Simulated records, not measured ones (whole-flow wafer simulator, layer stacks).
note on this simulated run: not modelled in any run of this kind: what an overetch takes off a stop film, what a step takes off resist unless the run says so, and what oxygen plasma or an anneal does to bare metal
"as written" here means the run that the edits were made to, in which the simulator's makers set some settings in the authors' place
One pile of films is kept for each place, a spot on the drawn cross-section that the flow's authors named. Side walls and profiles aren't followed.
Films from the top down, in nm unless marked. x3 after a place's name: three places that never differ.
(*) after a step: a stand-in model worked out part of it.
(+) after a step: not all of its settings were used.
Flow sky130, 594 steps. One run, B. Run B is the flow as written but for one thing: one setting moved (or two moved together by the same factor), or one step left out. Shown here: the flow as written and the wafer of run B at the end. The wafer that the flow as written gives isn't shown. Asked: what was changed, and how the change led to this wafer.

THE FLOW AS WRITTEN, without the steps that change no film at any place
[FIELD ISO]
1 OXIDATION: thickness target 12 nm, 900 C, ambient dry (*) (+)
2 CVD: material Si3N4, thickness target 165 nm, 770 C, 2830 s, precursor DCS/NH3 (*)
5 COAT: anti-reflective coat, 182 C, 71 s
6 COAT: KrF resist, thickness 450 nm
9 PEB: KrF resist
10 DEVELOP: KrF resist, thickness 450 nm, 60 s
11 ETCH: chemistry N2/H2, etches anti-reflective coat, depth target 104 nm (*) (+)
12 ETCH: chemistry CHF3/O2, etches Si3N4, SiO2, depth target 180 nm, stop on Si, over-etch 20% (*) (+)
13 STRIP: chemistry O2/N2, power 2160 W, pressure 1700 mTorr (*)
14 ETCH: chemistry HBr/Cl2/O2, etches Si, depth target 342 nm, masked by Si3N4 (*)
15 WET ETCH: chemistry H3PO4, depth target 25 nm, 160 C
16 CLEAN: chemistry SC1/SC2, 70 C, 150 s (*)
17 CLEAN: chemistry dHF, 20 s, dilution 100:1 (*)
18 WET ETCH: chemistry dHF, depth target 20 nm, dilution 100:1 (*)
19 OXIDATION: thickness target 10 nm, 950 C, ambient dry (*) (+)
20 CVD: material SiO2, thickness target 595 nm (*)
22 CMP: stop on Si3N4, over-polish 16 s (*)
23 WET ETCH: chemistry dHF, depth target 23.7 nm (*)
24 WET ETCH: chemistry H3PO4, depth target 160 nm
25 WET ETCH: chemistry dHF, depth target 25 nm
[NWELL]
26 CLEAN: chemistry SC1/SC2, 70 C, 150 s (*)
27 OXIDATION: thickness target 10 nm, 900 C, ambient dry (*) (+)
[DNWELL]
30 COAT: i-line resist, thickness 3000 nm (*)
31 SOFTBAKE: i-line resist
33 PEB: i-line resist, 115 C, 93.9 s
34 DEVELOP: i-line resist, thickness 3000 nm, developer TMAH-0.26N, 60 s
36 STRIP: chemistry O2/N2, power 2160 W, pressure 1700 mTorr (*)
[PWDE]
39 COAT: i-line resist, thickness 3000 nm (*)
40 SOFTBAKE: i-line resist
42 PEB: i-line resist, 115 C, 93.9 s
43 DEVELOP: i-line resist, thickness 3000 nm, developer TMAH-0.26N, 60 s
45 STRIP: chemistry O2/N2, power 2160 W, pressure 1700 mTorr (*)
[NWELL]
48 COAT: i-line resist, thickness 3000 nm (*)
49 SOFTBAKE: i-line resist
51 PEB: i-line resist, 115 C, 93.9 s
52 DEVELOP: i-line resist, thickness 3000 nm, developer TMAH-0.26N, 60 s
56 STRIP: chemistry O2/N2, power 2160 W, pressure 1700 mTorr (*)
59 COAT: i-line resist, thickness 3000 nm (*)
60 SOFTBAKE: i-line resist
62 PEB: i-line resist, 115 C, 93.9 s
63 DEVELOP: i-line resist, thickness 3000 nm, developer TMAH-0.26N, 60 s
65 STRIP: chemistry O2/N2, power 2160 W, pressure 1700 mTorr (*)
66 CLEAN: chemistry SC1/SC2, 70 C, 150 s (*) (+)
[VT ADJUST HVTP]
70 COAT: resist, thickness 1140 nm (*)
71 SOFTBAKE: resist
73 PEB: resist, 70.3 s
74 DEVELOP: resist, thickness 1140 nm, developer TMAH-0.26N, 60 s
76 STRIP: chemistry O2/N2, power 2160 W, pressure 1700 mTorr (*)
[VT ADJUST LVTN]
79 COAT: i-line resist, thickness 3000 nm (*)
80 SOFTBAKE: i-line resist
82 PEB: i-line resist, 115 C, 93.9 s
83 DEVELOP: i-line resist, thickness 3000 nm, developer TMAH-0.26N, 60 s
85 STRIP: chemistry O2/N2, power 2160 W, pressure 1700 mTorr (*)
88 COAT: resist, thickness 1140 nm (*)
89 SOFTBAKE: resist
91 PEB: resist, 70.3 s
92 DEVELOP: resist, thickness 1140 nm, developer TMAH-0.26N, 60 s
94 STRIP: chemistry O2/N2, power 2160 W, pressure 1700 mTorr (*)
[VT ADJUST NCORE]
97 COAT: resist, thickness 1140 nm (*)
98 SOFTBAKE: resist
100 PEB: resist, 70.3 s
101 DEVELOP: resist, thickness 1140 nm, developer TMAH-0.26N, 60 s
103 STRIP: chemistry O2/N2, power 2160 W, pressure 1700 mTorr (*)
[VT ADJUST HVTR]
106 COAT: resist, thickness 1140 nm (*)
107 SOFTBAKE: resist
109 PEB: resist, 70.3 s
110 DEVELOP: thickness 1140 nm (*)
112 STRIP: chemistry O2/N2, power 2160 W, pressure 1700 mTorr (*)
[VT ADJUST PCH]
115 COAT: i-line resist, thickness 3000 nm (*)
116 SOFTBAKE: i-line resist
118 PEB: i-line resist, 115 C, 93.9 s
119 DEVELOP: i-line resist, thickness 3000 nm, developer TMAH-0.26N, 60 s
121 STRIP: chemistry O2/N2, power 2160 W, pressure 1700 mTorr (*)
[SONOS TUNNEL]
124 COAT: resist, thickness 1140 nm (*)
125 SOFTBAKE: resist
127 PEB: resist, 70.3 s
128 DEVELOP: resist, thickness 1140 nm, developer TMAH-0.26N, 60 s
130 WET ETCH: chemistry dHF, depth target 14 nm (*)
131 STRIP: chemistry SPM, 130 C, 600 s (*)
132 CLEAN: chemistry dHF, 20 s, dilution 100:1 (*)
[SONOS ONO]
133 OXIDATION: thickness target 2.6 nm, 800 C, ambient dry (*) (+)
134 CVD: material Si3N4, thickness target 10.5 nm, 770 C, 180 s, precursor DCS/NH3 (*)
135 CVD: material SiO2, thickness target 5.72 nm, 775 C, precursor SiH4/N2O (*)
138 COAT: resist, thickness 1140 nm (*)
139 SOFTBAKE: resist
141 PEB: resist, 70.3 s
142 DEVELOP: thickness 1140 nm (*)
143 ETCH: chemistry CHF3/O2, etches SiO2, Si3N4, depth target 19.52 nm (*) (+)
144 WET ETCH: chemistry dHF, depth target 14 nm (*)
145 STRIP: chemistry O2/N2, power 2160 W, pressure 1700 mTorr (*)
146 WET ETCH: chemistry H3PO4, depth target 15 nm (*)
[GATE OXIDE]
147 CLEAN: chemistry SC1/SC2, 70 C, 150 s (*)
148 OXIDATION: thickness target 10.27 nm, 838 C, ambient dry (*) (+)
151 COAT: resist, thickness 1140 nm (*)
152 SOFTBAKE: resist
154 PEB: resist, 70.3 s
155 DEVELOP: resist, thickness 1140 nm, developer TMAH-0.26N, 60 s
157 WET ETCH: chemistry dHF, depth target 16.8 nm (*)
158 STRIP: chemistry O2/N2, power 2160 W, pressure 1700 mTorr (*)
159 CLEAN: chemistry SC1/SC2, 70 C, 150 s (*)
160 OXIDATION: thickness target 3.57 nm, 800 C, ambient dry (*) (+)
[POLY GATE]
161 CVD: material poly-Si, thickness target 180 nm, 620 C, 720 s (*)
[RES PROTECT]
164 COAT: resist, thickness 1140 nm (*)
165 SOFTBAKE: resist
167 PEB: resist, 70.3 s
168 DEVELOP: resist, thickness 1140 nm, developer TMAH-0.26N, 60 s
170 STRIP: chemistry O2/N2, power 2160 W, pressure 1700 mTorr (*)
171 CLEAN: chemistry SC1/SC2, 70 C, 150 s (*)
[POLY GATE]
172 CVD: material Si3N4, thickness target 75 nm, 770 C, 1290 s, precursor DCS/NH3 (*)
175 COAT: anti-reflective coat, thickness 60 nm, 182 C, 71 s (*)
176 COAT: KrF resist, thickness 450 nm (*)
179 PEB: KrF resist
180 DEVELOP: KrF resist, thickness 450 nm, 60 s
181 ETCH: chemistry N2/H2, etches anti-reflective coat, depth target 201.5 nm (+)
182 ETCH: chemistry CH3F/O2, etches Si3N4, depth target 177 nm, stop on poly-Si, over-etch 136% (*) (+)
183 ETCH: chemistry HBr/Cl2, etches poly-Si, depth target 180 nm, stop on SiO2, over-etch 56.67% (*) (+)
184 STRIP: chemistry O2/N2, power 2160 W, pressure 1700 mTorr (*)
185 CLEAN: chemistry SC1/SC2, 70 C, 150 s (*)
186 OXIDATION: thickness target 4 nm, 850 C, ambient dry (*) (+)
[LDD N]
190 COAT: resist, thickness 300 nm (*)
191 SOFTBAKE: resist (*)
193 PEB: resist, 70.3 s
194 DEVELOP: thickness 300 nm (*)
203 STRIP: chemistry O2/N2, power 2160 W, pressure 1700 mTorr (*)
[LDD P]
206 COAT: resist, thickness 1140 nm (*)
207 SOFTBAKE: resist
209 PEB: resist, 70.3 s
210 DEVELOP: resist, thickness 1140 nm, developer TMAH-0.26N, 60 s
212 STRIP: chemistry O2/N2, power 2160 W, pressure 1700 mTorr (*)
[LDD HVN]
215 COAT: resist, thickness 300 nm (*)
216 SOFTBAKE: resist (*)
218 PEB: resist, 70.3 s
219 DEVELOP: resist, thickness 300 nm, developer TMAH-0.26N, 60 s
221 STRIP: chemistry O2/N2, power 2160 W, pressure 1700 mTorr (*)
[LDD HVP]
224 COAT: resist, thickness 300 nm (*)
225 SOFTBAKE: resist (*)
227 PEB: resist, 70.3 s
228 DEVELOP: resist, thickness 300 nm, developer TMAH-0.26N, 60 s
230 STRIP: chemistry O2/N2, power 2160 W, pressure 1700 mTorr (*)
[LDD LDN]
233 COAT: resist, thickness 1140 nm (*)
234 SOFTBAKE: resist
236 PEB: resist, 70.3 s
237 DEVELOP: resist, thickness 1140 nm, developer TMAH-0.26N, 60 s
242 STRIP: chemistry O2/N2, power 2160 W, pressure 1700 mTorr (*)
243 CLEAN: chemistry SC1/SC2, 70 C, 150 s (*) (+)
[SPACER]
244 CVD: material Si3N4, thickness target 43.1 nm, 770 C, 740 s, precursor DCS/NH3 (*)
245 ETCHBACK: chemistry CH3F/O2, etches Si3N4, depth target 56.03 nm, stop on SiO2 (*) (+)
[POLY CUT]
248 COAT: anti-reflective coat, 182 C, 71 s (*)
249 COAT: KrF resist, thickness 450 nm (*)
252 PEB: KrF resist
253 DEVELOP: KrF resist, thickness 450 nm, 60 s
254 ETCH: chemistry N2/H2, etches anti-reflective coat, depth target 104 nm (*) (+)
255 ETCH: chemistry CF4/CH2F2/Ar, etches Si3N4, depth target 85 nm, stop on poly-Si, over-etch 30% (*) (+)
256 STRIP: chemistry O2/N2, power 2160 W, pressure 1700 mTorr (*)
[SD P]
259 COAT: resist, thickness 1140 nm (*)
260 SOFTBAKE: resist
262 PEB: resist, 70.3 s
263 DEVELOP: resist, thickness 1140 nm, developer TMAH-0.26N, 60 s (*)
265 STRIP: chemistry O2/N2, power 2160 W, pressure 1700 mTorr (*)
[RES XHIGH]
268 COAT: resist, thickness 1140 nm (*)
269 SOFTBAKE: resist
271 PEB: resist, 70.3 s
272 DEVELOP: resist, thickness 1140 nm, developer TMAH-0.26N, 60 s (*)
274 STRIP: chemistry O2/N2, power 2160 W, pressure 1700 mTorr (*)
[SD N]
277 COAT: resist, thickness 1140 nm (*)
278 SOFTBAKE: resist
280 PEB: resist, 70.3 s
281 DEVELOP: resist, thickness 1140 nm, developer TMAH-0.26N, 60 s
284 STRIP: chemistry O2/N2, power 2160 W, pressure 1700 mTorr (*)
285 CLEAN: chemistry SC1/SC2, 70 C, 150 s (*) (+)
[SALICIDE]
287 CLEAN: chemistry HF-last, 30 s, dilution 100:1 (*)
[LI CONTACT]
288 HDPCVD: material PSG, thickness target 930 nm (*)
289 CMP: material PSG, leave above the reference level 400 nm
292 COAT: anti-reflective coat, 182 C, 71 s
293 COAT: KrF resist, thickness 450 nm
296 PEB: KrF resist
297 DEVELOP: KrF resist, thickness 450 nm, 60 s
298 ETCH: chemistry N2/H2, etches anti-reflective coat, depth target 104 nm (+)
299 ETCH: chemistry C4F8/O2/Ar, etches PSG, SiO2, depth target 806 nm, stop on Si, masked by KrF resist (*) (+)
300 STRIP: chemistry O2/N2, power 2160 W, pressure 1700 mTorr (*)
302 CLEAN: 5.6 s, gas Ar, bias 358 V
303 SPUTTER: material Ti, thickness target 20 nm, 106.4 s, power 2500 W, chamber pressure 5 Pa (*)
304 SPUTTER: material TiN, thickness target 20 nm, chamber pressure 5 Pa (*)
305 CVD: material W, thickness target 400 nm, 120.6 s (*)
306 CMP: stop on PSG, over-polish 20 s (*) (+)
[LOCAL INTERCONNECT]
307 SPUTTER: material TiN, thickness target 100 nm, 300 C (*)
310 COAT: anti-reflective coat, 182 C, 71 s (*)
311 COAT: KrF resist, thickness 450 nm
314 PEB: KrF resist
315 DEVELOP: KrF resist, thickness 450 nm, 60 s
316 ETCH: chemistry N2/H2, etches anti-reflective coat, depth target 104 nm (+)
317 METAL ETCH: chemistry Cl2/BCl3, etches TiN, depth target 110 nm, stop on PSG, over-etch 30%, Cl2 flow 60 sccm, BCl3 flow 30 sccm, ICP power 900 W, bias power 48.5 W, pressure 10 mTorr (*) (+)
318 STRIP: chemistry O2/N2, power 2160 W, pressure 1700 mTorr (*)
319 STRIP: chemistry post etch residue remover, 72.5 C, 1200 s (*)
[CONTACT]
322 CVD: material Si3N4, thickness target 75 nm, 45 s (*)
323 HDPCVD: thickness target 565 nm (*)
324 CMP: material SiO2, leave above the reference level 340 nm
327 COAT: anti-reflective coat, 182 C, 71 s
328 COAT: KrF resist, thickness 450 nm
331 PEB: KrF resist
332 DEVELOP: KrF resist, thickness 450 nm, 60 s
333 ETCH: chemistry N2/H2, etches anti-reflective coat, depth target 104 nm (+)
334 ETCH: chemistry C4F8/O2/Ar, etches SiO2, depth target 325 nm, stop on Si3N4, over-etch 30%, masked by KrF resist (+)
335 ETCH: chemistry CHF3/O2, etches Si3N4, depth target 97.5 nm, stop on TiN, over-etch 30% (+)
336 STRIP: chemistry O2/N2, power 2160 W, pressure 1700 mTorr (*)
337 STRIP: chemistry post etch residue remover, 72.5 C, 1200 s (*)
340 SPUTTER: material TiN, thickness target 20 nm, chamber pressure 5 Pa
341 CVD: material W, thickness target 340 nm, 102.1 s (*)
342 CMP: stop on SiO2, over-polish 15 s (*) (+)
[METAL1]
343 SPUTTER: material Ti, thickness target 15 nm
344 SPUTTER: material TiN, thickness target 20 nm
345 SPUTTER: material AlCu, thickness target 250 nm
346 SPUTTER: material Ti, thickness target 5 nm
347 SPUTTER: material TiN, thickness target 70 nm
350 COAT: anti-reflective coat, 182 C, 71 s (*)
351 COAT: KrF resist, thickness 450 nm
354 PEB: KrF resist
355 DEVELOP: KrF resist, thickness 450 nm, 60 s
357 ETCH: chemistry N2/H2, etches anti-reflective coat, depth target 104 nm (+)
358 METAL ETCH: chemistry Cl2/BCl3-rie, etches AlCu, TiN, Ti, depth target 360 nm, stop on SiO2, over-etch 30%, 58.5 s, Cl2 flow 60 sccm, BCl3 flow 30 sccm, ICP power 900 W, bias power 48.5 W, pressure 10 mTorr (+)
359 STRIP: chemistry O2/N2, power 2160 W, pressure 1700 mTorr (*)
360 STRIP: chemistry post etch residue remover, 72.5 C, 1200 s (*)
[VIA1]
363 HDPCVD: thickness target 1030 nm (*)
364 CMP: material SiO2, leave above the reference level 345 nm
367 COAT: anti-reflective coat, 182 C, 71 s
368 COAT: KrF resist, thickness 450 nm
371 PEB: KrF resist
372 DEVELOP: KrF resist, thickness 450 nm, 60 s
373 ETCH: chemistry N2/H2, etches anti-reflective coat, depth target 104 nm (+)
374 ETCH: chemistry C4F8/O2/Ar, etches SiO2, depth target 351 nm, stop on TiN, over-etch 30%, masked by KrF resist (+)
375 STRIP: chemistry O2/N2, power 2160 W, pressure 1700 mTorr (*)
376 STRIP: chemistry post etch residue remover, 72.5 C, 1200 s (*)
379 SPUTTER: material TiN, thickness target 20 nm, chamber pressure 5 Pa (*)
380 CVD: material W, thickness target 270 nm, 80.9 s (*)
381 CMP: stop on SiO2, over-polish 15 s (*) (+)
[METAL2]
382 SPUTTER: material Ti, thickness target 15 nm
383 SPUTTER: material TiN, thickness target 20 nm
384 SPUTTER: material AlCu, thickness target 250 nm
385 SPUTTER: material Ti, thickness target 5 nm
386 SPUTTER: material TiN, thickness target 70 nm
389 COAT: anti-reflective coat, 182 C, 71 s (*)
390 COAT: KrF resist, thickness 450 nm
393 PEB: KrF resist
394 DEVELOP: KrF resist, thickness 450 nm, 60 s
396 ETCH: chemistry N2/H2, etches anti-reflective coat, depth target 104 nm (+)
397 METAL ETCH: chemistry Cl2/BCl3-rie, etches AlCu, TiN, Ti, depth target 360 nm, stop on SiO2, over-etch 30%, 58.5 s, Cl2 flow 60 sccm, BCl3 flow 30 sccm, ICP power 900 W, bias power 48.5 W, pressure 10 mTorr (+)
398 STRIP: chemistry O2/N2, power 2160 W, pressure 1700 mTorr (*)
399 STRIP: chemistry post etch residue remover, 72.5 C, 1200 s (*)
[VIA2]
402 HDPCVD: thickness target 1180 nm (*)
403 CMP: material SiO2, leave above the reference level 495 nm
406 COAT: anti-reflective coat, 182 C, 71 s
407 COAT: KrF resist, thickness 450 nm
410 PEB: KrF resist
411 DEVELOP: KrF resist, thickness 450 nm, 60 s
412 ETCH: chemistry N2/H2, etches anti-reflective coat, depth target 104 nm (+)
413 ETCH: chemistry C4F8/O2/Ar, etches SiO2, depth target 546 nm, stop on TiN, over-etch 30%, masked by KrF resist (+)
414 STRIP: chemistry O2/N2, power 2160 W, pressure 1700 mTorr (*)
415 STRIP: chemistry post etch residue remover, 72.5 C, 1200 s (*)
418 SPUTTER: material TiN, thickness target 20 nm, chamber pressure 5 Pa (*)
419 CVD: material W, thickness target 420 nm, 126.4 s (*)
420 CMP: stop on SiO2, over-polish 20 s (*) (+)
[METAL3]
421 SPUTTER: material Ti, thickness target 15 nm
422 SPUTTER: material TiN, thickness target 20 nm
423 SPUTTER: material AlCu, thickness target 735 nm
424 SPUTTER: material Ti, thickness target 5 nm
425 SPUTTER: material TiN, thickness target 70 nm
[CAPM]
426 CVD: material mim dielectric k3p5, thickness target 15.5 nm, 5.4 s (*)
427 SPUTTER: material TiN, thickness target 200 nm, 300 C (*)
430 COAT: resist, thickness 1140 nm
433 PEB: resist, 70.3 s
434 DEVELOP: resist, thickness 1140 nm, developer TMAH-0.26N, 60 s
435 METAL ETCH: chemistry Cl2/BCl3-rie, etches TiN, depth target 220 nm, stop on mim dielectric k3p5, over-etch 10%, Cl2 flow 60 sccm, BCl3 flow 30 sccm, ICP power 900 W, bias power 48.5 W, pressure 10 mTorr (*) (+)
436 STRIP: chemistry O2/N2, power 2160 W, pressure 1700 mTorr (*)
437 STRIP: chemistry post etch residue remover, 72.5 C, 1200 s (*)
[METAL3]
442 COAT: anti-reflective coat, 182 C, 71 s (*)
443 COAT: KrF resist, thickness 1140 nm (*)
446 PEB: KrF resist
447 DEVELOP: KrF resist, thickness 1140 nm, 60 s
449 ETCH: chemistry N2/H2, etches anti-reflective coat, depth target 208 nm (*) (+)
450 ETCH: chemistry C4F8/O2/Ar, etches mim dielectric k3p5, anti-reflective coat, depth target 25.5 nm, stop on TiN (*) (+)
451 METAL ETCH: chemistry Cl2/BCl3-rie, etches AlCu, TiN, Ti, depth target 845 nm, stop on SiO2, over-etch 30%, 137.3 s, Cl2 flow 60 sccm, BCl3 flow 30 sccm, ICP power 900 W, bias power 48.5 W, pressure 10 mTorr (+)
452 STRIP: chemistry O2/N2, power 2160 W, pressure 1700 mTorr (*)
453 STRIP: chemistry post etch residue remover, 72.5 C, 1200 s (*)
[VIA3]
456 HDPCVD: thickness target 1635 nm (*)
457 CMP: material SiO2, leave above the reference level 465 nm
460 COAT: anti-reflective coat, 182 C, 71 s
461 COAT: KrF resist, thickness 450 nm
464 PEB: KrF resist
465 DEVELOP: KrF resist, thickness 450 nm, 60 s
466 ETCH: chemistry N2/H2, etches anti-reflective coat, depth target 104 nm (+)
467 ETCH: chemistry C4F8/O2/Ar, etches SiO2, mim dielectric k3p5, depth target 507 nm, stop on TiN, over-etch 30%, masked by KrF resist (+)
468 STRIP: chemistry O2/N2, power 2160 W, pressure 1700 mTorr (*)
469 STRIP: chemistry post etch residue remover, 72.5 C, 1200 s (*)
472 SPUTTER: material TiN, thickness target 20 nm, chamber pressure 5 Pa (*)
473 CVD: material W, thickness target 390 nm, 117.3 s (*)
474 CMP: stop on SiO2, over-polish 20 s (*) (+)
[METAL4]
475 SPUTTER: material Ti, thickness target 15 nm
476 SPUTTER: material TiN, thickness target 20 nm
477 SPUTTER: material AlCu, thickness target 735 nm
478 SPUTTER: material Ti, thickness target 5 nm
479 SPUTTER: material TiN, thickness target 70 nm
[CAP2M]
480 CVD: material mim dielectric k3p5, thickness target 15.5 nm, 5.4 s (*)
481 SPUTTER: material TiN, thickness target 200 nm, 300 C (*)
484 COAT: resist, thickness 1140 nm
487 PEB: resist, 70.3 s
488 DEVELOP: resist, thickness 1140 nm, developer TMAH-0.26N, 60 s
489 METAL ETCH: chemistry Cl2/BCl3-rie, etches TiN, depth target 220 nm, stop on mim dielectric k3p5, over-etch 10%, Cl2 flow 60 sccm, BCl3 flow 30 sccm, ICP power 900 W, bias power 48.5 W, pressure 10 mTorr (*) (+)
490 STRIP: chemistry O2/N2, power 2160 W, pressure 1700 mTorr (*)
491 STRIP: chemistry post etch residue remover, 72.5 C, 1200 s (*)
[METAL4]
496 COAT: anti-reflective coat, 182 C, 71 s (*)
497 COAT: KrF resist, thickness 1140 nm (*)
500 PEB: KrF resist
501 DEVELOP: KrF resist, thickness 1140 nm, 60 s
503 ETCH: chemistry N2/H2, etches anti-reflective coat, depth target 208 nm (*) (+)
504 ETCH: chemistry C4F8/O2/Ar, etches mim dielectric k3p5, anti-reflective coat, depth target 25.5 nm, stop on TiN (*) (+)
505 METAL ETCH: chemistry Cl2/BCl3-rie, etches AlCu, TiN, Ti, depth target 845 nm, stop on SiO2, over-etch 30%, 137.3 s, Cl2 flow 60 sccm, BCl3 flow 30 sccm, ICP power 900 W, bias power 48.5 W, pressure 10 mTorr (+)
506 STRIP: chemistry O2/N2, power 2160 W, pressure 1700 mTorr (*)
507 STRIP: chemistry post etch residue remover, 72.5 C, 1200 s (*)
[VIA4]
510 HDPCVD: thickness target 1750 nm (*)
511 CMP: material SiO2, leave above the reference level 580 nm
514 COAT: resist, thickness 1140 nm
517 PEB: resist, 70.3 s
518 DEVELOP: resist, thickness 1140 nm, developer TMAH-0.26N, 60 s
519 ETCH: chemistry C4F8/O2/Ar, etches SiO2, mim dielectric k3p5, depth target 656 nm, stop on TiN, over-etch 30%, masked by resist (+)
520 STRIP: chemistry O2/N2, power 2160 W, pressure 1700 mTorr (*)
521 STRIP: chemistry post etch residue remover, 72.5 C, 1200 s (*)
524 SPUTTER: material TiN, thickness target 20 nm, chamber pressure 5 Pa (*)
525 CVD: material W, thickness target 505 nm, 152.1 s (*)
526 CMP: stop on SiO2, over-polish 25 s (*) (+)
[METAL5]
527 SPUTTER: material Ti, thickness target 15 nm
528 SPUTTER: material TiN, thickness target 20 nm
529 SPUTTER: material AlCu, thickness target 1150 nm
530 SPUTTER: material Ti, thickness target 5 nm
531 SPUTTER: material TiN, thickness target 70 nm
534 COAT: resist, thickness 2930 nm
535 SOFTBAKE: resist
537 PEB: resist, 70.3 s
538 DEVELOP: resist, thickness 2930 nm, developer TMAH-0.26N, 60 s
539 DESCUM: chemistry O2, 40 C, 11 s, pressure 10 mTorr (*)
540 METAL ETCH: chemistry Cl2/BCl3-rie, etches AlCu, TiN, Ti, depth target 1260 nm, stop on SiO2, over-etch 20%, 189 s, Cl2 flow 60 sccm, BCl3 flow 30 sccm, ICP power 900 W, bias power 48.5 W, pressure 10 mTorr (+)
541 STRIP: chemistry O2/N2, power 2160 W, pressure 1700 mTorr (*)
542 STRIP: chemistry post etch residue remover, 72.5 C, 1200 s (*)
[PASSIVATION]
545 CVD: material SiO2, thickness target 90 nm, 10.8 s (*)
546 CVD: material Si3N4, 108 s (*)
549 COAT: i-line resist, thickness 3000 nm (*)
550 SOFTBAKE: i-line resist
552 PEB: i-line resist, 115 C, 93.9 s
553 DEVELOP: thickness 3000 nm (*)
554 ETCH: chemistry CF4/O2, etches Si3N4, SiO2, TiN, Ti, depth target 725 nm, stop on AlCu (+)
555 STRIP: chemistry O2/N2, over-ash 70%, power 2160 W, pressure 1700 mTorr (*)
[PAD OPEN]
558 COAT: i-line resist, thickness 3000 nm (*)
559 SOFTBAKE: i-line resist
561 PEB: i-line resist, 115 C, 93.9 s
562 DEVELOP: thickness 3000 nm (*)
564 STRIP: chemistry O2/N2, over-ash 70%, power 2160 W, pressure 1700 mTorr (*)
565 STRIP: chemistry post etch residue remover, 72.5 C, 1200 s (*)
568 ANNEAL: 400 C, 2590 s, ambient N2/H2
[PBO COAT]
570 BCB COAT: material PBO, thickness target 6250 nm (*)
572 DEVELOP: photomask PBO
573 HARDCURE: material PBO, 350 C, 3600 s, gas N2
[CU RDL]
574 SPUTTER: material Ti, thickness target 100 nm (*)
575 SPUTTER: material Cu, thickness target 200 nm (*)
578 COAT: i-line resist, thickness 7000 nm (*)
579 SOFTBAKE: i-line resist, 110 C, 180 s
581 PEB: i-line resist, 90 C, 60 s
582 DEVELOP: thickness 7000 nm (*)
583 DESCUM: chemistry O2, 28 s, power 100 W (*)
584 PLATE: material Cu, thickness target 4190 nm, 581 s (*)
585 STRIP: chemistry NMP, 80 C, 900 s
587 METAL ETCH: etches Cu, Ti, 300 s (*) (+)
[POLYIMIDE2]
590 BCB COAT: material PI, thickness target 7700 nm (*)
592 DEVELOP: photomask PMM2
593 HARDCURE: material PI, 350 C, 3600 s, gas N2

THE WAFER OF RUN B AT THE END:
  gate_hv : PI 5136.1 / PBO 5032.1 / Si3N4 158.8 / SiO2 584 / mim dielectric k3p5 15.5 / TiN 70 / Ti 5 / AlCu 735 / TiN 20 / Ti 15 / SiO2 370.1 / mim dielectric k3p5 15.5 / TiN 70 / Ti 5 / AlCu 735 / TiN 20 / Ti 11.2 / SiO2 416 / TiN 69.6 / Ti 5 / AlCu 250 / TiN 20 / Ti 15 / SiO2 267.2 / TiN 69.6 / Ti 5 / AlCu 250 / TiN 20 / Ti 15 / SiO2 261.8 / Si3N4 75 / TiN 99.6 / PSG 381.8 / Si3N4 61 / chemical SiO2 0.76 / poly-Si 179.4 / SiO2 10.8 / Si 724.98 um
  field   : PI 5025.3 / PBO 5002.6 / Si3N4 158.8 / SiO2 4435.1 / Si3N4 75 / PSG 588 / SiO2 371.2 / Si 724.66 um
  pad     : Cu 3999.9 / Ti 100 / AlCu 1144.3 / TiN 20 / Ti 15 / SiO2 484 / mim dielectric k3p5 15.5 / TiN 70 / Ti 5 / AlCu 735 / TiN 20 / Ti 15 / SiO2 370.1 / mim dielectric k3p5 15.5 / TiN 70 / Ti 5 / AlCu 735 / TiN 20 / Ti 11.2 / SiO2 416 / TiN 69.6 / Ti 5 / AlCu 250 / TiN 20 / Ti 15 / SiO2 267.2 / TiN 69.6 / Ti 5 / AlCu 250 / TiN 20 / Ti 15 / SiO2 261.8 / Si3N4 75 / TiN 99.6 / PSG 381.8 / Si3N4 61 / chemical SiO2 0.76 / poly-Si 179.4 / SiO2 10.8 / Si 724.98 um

The cause: step 421, SPUTTER: thickness target 11.2 nm was run, where the flow has thickness target 15 nm.
It can be read off the wafer: gate_hv has Ti 11.2, and step 421 as written asks for 15 nm.

How the change led to this, step by step:
  421 SPUTTER: material Ti, thickness target 15 nm
      field, active, n_well and 188 more: Ti +11.2 (new film) (as written it would be: Ti +15 (new film))
  451 METAL ETCH: chemistry Cl2/BCl3-rie, etches AlCu, TiN, Ti, depth target 845 nm, stop on SiO2, over-etch 30%, 137.3 s, Cl2 flow 60 sccm, BCl3 flow 30 sccm, ICP power 900 W, bias power 48.5 W, pressure 10 mTorr (+)
      field, gate, spacer and 68 more: TiN -70 (all of it), Ti -5 (all of it), AlCu -735 (all of it), TiN -20 (all of it), Ti -11.2 (all of it), SiO2 -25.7 (as written it would be: TiN -70 (all of it), Ti -5 (all of it), AlCu -735 (all of it), TiN -20 (all of it), Ti -15 (all of it), SiO2 -25.4)
      active, vpp_ln, vpp_iso2 and 11 more: TiN -70 (all of it), Ti -5 (all of it), AlCu -735 (all of it), TiN -20 (all of it), Ti -11.2 (all of it), SiO2 -25.7 (as written it would be: TiN -70 (all of it), Ti -5 (all of it), AlCu -735 (all of it), TiN -20 (all of it), Ti -15 (all of it), SiO2 -25.3)
